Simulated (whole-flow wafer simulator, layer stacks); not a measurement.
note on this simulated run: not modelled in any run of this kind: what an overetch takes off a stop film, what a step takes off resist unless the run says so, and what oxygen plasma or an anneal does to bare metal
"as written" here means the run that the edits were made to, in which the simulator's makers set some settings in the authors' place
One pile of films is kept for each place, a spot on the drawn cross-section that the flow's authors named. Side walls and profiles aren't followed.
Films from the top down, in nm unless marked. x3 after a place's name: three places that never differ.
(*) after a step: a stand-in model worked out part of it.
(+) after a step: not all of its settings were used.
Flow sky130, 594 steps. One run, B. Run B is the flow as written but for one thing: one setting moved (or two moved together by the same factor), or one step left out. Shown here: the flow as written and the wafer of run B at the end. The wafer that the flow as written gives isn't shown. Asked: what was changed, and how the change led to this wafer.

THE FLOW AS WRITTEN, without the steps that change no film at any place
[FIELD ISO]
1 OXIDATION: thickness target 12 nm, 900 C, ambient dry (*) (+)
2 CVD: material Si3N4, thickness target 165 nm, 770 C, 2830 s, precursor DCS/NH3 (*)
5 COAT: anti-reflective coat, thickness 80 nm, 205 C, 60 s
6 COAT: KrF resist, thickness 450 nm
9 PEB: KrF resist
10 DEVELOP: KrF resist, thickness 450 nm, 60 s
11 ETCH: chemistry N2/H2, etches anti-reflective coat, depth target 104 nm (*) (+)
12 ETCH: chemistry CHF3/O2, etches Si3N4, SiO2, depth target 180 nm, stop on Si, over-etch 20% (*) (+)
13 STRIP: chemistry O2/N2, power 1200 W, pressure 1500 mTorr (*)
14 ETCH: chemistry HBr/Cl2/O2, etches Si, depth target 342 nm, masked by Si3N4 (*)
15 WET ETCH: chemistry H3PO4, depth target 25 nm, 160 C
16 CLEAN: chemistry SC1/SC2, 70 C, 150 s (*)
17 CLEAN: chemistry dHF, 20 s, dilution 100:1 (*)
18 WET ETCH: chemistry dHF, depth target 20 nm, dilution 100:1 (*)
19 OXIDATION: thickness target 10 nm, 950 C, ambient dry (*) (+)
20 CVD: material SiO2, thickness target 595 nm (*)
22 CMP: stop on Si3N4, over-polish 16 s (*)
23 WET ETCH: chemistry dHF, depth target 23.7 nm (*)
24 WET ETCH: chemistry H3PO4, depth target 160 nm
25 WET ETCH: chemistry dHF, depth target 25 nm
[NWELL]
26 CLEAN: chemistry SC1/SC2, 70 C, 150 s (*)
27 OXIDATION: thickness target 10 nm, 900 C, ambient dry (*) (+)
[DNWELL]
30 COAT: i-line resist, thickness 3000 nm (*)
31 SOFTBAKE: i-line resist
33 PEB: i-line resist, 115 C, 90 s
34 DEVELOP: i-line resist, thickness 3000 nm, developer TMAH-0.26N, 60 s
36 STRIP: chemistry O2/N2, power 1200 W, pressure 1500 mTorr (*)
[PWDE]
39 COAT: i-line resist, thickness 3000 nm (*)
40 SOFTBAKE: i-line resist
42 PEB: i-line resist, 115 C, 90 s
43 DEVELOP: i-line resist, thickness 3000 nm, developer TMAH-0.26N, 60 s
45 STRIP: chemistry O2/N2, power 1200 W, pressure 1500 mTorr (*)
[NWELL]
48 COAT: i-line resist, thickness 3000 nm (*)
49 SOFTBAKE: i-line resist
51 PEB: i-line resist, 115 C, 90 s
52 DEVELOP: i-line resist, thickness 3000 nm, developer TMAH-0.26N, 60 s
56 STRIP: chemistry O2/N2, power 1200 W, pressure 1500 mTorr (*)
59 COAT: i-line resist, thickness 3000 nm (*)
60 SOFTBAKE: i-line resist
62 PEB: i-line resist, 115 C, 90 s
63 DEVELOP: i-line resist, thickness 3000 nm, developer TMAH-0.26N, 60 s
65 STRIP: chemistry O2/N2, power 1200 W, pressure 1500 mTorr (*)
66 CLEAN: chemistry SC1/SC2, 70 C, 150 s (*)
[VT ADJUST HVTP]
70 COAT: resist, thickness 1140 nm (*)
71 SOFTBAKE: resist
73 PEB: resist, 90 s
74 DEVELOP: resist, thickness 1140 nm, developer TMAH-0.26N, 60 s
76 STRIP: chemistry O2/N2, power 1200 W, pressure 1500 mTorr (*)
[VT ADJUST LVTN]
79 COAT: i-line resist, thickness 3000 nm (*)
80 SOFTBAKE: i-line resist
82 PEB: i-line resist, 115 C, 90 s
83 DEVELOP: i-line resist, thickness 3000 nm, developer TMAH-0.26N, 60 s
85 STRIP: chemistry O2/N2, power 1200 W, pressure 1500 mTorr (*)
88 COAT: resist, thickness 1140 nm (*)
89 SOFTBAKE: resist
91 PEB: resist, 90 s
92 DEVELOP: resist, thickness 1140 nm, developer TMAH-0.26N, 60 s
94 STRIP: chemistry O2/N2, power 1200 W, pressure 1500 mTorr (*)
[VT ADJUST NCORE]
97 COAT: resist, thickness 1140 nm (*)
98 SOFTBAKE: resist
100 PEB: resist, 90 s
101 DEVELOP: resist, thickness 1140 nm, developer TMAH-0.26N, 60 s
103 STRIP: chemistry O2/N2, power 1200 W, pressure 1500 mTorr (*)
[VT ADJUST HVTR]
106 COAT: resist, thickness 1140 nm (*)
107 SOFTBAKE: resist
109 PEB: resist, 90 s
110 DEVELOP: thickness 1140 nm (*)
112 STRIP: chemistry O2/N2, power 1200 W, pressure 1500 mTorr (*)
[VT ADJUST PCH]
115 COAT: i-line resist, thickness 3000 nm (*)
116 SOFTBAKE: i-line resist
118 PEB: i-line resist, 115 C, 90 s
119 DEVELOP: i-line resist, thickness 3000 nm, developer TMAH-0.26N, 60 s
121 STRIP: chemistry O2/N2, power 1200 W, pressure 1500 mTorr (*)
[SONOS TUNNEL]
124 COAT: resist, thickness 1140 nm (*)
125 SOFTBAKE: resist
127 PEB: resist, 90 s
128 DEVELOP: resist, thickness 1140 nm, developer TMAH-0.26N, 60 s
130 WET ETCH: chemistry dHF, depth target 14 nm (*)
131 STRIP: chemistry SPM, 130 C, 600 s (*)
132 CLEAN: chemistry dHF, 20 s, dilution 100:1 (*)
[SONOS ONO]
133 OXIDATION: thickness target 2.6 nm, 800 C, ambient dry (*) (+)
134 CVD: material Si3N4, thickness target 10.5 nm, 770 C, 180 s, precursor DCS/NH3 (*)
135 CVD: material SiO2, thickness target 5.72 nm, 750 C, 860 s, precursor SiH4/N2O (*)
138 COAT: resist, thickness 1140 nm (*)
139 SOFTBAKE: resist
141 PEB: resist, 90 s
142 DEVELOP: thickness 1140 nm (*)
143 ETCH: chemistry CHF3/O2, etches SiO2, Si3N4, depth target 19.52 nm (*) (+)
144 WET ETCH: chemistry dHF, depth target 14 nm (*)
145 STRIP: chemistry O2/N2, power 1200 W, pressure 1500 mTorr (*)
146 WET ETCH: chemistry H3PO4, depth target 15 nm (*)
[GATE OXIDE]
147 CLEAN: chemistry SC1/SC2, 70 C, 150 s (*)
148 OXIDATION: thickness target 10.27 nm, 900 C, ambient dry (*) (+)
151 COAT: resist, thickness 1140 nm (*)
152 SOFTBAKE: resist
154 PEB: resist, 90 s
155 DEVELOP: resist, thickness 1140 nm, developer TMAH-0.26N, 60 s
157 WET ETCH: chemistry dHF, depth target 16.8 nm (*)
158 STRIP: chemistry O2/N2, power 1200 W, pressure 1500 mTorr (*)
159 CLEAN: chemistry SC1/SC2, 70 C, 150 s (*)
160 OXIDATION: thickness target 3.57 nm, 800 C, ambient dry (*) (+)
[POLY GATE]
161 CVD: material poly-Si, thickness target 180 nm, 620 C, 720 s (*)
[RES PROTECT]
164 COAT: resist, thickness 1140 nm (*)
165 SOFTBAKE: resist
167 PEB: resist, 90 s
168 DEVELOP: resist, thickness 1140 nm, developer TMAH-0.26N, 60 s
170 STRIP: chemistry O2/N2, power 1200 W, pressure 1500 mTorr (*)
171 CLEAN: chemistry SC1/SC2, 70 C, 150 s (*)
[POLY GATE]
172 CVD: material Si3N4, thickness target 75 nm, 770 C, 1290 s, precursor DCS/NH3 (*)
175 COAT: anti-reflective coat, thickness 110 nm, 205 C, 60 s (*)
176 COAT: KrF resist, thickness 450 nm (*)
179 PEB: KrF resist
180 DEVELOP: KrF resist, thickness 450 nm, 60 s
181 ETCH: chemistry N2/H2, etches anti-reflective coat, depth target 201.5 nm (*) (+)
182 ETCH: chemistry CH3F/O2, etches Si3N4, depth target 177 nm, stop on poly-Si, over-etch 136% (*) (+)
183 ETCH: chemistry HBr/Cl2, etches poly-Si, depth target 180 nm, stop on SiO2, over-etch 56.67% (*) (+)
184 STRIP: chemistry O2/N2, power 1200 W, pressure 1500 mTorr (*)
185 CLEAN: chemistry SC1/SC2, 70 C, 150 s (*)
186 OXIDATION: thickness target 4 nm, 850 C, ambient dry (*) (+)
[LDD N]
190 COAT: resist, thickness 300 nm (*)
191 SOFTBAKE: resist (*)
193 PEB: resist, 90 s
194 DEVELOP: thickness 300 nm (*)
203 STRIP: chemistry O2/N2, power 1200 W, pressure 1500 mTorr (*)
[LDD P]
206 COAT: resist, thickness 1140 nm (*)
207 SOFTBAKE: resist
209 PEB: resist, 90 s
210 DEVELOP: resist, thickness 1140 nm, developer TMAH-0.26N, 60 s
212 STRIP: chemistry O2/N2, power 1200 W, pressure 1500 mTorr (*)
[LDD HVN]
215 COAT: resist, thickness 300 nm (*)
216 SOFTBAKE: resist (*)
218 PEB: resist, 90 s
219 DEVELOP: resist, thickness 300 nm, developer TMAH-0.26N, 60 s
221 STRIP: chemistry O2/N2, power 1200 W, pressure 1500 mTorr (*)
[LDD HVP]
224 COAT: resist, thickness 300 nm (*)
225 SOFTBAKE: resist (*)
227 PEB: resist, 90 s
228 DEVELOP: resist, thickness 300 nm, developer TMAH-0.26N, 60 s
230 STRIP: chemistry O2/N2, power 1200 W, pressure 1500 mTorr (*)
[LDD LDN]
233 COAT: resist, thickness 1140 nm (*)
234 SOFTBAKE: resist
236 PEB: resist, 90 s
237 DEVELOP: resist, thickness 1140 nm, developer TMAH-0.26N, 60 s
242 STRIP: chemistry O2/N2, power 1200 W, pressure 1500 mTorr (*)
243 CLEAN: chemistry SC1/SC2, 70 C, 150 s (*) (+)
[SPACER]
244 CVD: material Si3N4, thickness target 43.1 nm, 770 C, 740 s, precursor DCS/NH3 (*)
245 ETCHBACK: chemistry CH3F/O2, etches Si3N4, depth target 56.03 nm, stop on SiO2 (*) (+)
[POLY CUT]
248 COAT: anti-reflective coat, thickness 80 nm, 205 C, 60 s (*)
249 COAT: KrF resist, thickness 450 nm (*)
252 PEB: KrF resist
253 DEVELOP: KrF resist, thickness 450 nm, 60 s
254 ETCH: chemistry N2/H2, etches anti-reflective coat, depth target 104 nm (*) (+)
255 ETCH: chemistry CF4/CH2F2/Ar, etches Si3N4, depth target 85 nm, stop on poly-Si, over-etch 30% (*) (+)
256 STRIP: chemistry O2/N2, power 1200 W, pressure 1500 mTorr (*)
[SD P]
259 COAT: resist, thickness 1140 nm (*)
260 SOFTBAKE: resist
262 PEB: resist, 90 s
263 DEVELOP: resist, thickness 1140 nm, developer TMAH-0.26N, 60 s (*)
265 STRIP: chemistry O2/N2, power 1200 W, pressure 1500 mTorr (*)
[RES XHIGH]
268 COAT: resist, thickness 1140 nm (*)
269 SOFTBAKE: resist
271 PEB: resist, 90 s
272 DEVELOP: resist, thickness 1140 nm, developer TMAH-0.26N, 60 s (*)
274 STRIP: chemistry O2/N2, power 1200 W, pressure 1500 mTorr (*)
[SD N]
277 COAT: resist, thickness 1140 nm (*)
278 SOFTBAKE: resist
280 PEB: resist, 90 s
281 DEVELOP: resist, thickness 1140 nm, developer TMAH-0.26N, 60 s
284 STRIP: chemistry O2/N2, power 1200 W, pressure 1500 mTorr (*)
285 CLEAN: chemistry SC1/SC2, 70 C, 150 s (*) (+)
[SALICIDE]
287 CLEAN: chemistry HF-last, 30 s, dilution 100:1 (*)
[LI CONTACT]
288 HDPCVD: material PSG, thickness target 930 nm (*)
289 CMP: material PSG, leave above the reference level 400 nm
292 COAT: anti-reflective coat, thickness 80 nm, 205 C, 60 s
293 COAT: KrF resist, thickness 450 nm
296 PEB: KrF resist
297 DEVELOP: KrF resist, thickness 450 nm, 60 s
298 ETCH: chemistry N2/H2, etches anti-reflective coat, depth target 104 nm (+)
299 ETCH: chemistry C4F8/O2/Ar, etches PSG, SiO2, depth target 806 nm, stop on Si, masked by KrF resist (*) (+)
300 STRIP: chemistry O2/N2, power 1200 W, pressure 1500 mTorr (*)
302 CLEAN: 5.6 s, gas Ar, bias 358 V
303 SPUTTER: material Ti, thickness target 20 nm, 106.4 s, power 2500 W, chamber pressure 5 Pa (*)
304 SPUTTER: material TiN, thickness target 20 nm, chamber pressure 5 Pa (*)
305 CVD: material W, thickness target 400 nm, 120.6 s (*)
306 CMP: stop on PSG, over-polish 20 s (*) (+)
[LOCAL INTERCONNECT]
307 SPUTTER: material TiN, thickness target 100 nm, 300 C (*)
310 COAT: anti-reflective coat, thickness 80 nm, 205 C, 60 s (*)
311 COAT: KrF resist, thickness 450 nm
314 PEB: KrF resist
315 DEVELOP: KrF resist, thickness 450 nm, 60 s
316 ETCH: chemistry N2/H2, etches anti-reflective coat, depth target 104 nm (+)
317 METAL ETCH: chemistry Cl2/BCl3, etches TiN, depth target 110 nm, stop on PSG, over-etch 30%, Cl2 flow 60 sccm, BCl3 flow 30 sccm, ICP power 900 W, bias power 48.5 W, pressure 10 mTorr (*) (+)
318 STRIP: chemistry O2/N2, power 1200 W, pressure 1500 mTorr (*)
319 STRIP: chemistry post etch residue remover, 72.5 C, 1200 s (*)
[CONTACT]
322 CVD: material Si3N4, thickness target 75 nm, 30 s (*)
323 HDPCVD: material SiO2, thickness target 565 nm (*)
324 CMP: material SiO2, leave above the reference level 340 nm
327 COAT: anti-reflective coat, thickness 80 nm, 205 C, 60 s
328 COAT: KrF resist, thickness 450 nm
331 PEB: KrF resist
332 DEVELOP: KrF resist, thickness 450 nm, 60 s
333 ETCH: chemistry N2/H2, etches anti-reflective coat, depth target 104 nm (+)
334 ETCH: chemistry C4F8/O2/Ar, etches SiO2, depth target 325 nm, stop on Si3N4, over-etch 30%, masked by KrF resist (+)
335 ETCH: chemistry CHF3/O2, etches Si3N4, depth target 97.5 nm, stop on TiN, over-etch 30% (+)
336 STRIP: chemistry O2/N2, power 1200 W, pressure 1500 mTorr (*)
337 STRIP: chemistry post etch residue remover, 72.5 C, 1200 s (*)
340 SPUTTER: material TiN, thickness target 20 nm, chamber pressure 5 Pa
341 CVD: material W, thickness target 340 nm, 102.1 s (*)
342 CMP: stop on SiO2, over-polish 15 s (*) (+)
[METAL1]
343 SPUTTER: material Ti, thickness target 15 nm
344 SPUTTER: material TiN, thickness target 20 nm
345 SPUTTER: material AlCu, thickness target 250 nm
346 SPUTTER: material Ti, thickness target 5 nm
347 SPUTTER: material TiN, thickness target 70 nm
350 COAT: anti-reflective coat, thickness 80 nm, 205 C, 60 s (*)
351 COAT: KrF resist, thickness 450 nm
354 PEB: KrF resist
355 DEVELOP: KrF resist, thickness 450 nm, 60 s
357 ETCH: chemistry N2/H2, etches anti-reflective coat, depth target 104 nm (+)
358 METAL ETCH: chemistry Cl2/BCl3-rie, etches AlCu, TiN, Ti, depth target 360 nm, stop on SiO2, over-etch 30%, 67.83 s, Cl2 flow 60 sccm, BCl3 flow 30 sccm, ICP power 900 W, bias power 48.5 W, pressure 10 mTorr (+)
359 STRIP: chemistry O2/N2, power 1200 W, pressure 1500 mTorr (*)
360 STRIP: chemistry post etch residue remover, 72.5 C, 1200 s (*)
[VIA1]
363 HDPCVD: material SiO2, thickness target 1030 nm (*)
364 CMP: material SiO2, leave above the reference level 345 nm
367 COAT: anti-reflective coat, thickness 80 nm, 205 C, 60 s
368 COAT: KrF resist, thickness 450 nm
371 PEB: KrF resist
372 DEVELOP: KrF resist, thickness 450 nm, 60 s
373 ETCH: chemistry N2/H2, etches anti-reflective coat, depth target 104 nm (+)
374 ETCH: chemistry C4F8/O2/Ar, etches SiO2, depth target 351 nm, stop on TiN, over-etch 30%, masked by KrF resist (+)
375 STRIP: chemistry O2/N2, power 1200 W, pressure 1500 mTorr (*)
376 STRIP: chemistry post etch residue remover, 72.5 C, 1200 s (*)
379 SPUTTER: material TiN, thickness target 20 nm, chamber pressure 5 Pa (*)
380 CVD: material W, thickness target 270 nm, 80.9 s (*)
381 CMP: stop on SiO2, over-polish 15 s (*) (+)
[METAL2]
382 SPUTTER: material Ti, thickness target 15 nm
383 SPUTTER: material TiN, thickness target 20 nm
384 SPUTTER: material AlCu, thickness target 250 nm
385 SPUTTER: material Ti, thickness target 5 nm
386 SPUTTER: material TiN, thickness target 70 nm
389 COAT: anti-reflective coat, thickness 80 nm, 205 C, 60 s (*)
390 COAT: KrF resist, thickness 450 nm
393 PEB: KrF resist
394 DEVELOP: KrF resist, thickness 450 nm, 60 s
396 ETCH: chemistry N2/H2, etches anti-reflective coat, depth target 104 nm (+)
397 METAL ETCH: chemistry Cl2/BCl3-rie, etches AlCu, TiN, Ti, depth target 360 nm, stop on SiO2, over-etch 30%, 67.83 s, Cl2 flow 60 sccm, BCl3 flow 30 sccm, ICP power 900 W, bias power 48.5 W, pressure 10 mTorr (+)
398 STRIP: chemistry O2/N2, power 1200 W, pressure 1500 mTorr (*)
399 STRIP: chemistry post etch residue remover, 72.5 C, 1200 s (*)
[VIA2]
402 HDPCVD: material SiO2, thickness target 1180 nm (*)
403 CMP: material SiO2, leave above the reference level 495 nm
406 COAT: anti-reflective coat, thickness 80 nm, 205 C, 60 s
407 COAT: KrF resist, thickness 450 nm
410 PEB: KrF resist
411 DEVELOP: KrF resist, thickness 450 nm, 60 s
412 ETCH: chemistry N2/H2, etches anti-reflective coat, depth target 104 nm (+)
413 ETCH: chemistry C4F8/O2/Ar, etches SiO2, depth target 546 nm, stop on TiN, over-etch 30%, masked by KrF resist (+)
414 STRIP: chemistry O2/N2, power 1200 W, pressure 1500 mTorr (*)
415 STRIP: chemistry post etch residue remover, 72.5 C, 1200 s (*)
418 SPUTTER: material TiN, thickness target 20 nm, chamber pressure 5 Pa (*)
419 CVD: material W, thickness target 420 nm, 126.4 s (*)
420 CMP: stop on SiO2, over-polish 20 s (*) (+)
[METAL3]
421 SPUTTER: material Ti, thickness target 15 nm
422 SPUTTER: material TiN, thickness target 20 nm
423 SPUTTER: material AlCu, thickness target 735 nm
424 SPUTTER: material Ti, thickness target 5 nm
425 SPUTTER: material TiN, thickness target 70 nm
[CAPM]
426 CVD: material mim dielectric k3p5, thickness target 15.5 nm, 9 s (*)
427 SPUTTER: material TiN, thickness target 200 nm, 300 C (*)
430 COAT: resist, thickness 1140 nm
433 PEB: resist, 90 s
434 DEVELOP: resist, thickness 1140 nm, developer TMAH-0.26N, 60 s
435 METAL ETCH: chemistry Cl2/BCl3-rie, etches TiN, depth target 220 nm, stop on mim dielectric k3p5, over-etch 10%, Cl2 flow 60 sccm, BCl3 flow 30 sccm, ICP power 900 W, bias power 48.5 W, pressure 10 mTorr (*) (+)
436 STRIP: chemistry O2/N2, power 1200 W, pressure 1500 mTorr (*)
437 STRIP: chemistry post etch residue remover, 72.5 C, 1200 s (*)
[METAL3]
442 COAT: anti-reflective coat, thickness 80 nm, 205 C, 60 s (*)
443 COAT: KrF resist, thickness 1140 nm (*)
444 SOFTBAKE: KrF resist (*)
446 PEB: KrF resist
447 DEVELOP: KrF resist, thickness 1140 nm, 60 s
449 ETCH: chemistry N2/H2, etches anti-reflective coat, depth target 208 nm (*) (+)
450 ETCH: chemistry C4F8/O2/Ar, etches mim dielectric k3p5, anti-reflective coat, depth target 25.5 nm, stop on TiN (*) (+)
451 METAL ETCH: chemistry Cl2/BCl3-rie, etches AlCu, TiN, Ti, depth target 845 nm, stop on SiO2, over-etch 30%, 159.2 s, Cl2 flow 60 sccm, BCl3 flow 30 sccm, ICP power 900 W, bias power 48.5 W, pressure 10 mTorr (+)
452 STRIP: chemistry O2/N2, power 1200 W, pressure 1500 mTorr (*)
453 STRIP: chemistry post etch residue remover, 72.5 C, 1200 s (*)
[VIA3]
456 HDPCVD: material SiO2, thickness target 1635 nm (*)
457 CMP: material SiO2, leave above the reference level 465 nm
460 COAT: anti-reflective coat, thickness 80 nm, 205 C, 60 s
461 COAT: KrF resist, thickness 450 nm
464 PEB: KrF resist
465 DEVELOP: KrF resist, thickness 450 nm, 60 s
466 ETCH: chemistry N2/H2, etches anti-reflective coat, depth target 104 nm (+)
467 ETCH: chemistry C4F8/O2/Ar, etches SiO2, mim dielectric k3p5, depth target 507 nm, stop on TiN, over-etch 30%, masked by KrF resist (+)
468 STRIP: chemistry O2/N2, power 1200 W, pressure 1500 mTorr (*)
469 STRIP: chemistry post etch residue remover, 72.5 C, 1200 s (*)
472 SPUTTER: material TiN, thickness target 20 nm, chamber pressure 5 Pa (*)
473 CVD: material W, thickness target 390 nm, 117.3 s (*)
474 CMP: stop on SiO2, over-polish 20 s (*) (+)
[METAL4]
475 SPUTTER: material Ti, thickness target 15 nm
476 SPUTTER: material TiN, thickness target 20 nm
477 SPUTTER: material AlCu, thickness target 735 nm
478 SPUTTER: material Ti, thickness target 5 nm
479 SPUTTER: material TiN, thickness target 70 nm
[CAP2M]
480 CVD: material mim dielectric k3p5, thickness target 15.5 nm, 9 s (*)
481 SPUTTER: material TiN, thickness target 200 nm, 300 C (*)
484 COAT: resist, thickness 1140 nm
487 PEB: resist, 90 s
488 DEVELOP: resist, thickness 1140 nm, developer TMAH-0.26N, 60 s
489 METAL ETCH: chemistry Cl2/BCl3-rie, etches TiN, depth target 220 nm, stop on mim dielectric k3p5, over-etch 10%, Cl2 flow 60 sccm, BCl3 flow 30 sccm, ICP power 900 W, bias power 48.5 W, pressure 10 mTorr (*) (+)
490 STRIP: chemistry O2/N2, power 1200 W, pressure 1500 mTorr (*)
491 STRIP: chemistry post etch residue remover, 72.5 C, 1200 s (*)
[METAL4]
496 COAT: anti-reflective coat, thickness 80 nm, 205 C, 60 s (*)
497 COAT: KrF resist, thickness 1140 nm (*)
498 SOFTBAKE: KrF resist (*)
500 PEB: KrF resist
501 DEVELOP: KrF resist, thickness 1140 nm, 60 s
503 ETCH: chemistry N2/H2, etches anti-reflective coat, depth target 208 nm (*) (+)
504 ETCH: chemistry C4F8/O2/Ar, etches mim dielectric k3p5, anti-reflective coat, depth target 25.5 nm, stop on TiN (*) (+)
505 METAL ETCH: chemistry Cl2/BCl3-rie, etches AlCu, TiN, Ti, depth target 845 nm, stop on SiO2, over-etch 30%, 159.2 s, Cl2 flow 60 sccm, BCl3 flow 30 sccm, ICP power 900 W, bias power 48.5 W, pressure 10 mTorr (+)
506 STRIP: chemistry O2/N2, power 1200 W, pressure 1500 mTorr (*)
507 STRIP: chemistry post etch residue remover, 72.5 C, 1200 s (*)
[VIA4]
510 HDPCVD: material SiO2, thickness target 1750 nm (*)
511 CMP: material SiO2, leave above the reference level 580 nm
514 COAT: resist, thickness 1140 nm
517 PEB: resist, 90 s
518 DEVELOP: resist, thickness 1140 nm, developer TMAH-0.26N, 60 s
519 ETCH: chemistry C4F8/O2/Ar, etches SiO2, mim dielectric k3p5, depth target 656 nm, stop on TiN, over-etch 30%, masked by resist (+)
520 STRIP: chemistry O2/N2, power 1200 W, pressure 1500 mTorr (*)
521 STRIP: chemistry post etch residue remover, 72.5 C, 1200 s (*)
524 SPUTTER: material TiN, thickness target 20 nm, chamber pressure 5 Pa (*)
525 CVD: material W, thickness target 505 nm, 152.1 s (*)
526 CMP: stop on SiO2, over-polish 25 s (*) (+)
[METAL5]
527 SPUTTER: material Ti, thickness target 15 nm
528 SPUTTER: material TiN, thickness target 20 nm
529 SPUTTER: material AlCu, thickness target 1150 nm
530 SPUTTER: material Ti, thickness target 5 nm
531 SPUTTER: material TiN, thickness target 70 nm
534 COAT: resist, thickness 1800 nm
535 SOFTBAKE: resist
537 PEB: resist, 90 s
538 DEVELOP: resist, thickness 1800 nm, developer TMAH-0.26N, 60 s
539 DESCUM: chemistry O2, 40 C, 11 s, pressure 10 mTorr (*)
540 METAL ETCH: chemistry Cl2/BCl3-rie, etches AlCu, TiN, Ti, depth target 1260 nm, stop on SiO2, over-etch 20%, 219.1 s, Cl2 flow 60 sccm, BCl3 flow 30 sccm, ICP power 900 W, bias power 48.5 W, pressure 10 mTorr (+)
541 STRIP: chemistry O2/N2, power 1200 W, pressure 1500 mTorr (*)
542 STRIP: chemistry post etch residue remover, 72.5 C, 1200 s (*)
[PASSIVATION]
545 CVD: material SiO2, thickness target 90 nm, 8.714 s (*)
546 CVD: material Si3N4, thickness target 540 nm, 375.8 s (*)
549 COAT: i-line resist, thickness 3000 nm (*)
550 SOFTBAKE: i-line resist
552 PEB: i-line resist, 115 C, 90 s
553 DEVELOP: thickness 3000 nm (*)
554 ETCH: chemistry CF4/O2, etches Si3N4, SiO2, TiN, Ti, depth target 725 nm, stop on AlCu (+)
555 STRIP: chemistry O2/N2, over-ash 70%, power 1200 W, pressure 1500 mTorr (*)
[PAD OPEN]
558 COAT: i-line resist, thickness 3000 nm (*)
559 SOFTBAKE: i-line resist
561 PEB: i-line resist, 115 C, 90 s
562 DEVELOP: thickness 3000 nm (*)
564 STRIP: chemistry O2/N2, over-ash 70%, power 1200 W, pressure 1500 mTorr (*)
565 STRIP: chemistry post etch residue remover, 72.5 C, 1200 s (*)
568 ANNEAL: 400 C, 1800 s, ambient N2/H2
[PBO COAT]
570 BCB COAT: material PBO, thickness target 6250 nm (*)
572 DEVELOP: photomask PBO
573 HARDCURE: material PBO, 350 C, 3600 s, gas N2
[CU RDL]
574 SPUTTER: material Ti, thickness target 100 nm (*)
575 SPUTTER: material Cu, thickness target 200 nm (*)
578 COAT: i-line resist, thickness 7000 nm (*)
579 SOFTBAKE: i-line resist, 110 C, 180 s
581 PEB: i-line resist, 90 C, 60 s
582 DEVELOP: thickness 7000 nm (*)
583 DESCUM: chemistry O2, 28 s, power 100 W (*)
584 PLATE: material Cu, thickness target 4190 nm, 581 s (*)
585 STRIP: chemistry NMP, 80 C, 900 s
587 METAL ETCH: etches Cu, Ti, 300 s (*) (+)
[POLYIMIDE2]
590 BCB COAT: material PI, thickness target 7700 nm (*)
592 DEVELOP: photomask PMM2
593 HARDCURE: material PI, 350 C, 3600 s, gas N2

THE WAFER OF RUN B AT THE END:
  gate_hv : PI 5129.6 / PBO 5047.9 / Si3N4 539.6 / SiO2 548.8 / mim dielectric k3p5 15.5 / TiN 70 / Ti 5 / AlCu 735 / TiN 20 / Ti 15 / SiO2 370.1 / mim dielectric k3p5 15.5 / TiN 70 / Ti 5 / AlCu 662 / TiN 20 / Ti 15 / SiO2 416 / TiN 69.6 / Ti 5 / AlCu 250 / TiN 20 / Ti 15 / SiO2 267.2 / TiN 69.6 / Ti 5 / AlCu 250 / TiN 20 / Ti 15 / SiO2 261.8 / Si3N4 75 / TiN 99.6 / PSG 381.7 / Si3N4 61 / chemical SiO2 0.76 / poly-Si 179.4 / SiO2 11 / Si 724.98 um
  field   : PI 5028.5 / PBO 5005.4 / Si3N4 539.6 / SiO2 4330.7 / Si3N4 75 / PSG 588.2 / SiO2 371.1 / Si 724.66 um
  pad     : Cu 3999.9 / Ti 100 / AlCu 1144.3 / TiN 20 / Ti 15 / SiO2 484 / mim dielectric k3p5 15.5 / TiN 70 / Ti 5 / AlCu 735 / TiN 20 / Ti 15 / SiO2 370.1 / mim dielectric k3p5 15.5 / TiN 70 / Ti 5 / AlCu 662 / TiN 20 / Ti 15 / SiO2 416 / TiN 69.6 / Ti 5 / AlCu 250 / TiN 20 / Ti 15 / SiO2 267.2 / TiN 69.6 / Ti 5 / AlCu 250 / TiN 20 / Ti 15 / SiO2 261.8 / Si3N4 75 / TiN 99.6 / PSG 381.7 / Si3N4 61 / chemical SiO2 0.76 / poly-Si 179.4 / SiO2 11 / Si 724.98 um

The cause: step 423, SPUTTER: thickness target 662 nm was run, where the flow has thickness target 735 nm.
It can be read off the wafer: gate_hv has AlCu 662, and step 423 as written asks for 735 nm.

How the change led to this, step by step:
  423 SPUTTER: material AlCu, thickness target 735 nm
      field, active, n_well and 188 more: AlCu +662 (new film) (as written it would be: AlCu +735 (new film))
  451 METAL ETCH: chemistry Cl2/BCl3-rie, etches AlCu, TiN, Ti, depth target 845 nm, stop on SiO2, over-etch 30%, 159.2 s, Cl2 flow 60 sccm, BCl3 flow 30 sccm, ICP power 900 W, bias power 48.5 W, pressure 10 mTorr (+)
      field, active, gate and 62 more: TiN -70 (all of it), Ti -5 (all of it), AlCu -662 (all of it), TiN -20 (all of it), Ti -15 (all of it), SiO2 -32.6 (as written it would be: TiN -70 (all of it), Ti -5 (all of it), AlCu -735 (all of it), TiN -20 (all of it), Ti -15 (all of it), SiO2 -25.4)
      vpp_ln, vpp_iso2, ndiff_ln, ndiff_cd, via1_hole, via1_enc, via_li1, m2_ln_cd: TiN -70 (all of it), Ti -5 (all of it), AlCu -662 (all of it), TiN -20 (all of it), Ti -15 (all of it), SiO2 -32.6 (as written it would be: TiN -70 (all of it), Ti -5 (all of it), AlCu -735 (all of it), TiN -20 (all of it), Ti -15 (all of it), SiO2 -25.3)
      (and at 12 more places)
  457 CMP: material SiO2, leave above the reference level 465 nm
      field, active, gate and 82 more: SiO2 -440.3 (as written it would be: SiO2 -374.7)
